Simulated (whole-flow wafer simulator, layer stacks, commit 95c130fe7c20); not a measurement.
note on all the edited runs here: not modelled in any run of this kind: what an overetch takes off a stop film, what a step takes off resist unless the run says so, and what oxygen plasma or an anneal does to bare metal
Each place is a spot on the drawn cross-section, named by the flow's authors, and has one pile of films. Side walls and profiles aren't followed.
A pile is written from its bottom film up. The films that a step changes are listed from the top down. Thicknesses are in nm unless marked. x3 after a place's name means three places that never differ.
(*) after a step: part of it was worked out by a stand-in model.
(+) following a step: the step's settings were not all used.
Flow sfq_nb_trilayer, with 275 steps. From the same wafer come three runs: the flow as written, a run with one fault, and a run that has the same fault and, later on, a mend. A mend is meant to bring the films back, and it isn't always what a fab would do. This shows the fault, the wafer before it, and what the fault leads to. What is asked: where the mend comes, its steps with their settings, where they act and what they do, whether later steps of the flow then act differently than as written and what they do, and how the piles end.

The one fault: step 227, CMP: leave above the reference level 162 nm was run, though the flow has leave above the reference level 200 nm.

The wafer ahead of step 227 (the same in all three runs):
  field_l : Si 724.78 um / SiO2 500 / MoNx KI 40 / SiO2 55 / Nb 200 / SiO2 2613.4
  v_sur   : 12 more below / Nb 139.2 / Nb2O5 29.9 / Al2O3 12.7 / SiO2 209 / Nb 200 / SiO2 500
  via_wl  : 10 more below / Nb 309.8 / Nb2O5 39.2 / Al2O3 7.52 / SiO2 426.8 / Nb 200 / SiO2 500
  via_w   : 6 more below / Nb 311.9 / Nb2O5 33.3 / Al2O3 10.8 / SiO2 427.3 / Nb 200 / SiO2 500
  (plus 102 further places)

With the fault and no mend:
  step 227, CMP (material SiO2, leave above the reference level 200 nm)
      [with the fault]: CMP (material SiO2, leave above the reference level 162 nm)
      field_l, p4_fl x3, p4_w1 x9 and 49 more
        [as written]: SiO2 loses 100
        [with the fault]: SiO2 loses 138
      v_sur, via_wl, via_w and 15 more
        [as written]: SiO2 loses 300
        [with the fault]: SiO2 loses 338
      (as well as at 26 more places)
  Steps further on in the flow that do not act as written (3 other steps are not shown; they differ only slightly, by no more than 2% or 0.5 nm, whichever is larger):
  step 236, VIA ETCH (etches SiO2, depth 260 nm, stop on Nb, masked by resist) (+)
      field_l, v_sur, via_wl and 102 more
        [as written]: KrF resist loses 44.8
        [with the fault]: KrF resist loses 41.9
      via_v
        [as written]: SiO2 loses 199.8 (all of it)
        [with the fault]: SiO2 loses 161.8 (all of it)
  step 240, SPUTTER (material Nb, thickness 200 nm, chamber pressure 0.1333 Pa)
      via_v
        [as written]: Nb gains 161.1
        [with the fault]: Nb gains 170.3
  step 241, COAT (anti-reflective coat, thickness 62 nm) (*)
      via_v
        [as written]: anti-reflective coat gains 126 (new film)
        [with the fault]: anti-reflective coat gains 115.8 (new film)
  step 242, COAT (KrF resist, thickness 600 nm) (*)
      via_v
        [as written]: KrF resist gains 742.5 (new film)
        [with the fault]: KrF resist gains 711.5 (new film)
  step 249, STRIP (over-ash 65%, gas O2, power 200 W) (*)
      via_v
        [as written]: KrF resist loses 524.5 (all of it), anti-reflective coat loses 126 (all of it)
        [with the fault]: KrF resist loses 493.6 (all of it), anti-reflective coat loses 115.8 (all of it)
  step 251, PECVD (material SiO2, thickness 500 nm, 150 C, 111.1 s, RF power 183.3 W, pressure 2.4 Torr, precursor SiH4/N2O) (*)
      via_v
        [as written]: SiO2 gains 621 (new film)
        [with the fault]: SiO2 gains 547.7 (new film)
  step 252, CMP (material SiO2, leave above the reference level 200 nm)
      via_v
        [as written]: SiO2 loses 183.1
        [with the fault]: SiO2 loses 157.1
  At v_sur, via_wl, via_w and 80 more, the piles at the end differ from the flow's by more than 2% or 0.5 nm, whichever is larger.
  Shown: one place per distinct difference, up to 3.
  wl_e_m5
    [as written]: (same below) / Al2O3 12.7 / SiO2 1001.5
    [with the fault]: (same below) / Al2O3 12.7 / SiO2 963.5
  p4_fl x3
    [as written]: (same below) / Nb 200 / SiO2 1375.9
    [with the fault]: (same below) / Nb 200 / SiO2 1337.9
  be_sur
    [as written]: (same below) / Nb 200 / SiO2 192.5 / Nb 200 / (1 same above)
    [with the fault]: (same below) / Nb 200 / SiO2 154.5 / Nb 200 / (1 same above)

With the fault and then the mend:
  The mend follows step 234.
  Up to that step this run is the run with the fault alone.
  step 234a, STRIP (over-ash 65%, gas O2, power 200 W) (*)
      field_l, v_sur, via_wl and 102 more
        KrF resist loses 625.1 (all of it), anti-reflective coat loses 62 (all of it)
      via_v
        anti-reflective coat loses 62 (all of it)
  step 234b, PECVD (material SiO2, thickness 38 nm, 150 C, 8.444 s, RF power 183.3 W, pressure 2.4 Torr, precursor SiH4/N2O) (the flow's step 226 again, with other settings)
      field_l, v_sur, via_wl and 103 more
        SiO2 gains 38
  step 234c, COAT (anti-reflective coat, thickness 62 nm) (the flow's step 229 again)
      field_l, v_sur, via_wl and 103 more
        anti-reflective coat gains 62 (new film)
  step 234d, COAT (KrF resist, thickness 650 nm) (the flow's step 230 again)
      field_l, v_sur, via_wl and 103 more
        KrF resist gains 650 (new film)
  step 234e, SOFTBAKE (KrF resist) (the flow's step 231 again)
      alters no film at any place that is followed
  step 234f, EXPOSE (photomask I6, dose 11.91 mJ/cm2, NA 0.6, wavelength 248 nm) (*) (the flow's step 232 again)
      alters no film at any place that is followed
  step 234g, PEB (KrF resist, 90 s) (the flow's step 233 again)
      field_l, v_sur, via_wl and 103 more
        KrF resist loses 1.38
  step 234h, DEVELOP (KrF resist, thickness 650 nm, 60 s) (the flow's step 234 again)
      field_l, v_sur, via_wl and 102 more
        KrF resist loses 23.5
      via_v
        KrF resist loses 648.6 (all of it)
  Later steps of the flow that are run all act as written at every place that is followed, up to a difference of at most 2% or 0.5 nm, whichever is larger.
  By the end, the piles equal the flow's at every place that both follow.
